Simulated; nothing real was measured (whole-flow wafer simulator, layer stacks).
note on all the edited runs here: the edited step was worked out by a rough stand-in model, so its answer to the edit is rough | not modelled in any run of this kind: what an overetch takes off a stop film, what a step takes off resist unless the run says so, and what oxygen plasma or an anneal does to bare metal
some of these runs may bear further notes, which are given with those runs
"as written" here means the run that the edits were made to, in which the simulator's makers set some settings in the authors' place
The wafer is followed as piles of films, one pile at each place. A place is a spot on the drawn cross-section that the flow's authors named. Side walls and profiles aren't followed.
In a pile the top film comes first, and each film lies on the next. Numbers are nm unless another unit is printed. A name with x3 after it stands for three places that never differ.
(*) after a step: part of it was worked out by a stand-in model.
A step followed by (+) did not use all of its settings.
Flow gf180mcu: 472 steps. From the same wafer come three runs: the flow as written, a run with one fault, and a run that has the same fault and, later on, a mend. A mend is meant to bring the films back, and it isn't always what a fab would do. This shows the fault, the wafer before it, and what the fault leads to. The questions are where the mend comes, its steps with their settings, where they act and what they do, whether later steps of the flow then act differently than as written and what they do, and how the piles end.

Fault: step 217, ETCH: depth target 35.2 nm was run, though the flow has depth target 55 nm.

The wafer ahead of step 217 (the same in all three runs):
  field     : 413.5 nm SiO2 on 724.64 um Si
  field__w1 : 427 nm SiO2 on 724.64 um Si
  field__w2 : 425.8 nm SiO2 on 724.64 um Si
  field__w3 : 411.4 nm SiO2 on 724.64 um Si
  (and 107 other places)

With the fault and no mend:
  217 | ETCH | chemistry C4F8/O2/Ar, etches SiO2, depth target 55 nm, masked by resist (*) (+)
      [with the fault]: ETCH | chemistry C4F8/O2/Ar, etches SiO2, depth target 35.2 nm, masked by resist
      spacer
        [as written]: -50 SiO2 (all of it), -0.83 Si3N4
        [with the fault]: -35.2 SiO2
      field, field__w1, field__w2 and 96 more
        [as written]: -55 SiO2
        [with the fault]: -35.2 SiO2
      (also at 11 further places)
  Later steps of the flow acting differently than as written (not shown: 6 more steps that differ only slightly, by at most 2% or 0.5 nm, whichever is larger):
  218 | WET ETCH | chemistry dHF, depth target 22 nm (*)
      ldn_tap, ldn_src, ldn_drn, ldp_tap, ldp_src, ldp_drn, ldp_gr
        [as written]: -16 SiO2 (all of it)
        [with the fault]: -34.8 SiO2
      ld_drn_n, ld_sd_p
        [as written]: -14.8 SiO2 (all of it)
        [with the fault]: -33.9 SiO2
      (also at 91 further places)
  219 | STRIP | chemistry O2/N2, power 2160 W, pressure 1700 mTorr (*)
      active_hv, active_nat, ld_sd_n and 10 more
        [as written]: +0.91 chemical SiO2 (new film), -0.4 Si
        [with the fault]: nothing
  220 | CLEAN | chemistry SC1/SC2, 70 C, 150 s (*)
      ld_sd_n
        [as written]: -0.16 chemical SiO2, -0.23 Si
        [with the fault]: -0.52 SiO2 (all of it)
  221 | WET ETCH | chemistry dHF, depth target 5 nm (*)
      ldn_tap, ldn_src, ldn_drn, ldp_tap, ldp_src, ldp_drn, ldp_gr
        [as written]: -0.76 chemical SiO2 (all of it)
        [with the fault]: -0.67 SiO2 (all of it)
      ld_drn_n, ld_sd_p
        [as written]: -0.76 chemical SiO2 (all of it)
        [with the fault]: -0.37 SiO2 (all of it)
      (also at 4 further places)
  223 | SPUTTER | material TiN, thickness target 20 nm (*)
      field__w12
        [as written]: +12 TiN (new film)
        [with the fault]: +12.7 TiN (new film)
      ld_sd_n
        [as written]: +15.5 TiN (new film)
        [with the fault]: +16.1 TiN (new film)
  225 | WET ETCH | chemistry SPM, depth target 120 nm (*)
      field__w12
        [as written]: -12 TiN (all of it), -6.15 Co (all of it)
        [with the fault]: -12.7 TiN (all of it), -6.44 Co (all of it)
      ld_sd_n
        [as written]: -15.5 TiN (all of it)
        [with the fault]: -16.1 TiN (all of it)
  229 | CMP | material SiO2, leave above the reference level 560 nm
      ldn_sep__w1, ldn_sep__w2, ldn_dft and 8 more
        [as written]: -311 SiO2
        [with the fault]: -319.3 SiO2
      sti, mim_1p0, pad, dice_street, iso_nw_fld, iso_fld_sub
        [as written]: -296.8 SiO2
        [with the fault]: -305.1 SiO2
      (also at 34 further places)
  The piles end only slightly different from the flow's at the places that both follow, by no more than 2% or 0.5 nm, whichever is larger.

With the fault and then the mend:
  After step 217 comes the mend.
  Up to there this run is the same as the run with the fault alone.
  217a | ETCH | chemistry C4F8/O2/Ar, etches SiO2, depth target 19.8 nm, masked by resist (*) (+) (a further turn of the flow's step 217, with different settings)
      field, field__w1, field__w2 and 96 more
        -19.8 SiO2
      field__w5, field__w9, field__w13 and 8 more
        -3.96 resist
      spacer
        -14.8 SiO2 (all of it), -0.83 Si3N4
  None of the later steps of the flow differs from how it acts as written, at any place that is followed, by more than 2% or 0.5 nm, whichever is larger.
  The piles end only slightly different from the flow's at the places that both follow, by no more than 2% or 0.5 nm, whichever is larger.
